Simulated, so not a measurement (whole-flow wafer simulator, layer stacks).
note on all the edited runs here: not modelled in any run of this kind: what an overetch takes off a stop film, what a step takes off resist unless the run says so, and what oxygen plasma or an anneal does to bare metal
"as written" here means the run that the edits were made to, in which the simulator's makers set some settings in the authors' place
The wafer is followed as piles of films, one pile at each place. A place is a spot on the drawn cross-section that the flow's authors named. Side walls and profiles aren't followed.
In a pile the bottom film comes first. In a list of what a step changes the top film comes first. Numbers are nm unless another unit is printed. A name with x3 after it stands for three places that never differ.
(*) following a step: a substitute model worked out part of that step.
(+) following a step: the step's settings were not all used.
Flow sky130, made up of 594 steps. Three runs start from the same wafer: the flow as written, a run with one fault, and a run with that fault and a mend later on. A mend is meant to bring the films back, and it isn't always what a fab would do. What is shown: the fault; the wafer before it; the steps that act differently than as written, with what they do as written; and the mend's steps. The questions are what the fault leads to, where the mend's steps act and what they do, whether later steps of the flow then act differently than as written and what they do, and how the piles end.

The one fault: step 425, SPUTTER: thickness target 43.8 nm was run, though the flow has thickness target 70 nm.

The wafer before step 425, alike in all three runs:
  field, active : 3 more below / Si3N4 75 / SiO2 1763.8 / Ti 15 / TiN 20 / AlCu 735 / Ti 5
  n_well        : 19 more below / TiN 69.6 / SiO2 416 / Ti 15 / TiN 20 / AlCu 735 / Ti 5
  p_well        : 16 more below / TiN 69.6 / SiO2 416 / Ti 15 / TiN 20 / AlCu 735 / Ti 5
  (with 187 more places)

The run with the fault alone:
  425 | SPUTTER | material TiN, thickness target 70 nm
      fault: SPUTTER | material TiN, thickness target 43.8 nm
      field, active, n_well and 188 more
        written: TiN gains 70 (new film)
        fault: TiN gains 43.8 (new film)
  Steps further on in the flow that do not act as written (not shown: 14 more steps that differ only slightly, by at most 2% or 0.5 nm, whichever is larger):
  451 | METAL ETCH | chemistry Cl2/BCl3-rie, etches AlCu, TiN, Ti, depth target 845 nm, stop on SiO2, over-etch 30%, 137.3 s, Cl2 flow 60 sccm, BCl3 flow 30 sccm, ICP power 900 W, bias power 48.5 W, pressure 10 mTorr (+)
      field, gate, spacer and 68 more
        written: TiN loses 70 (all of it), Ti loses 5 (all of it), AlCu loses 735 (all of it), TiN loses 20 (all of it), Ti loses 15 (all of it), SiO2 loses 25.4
        fault: TiN loses 43.8 (all of it), Ti loses 5 (all of it), AlCu loses 735 (all of it), TiN loses 20 (all of it), Ti loses 15 (all of it), SiO2 loses 28
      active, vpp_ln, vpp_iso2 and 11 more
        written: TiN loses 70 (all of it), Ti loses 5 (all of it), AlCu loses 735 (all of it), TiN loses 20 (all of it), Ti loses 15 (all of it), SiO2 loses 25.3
        fault: TiN loses 43.8 (all of it), Ti loses 5 (all of it), AlCu loses 735 (all of it), TiN loses 20 (all of it), Ti loses 15 (all of it), SiO2 loses 28
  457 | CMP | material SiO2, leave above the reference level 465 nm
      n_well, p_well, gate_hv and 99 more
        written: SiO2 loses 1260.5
        fault: SiO2 loses 1234.3
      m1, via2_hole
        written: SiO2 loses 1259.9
        fault: SiO2 loses 1233.7
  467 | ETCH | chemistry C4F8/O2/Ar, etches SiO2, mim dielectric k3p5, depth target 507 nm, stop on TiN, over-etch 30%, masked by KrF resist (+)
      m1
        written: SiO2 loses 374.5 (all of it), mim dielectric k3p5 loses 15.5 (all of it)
        fault: SiO2 loses 400.7 (all of it), mim dielectric k3p5 loses 15.5 (all of it)
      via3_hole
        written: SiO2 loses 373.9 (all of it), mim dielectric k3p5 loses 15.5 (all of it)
        fault: SiO2 loses 400.1 (all of it), mim dielectric k3p5 loses 15.5 (all of it)
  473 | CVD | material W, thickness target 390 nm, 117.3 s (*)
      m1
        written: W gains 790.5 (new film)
        fault: W gains 817 (new film)
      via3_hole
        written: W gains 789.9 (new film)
        fault: W gains 816.4 (new film)
  By the end, the piles at n_well, p_well, gate_hv and 104 more depart from the flow's by more than 2% or 0.5 nm, whichever is larger.
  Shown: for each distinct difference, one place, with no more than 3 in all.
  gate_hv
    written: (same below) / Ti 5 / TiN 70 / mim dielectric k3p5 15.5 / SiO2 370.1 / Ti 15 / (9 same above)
    fault: (same below) / Ti 5 / TiN 43.8 / mim dielectric k3p5 15.5 / SiO2 396.3 / Ti 15 / (9 same above)
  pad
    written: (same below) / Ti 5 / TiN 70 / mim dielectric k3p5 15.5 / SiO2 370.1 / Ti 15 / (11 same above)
    fault: (same below) / Ti 5 / TiN 43.8 / mim dielectric k3p5 15.5 / SiO2 396.3 / Ti 15 / (11 same above)
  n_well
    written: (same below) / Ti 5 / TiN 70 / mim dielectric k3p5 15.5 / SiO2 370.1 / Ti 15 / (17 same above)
    fault: (same below) / Ti 5 / TiN 43.8 / mim dielectric k3p5 15.5 / SiO2 396.3 / Ti 15 / (17 same above)

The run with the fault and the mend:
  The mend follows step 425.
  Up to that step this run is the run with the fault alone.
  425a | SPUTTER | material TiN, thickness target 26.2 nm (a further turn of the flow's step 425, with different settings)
      field, active, n_well and 188 more
        TiN gains 26.2
  None of the later steps of the flow acts differently than as written at any place that is followed.
  By the end, the piles equal the flow's at every place that both follow.
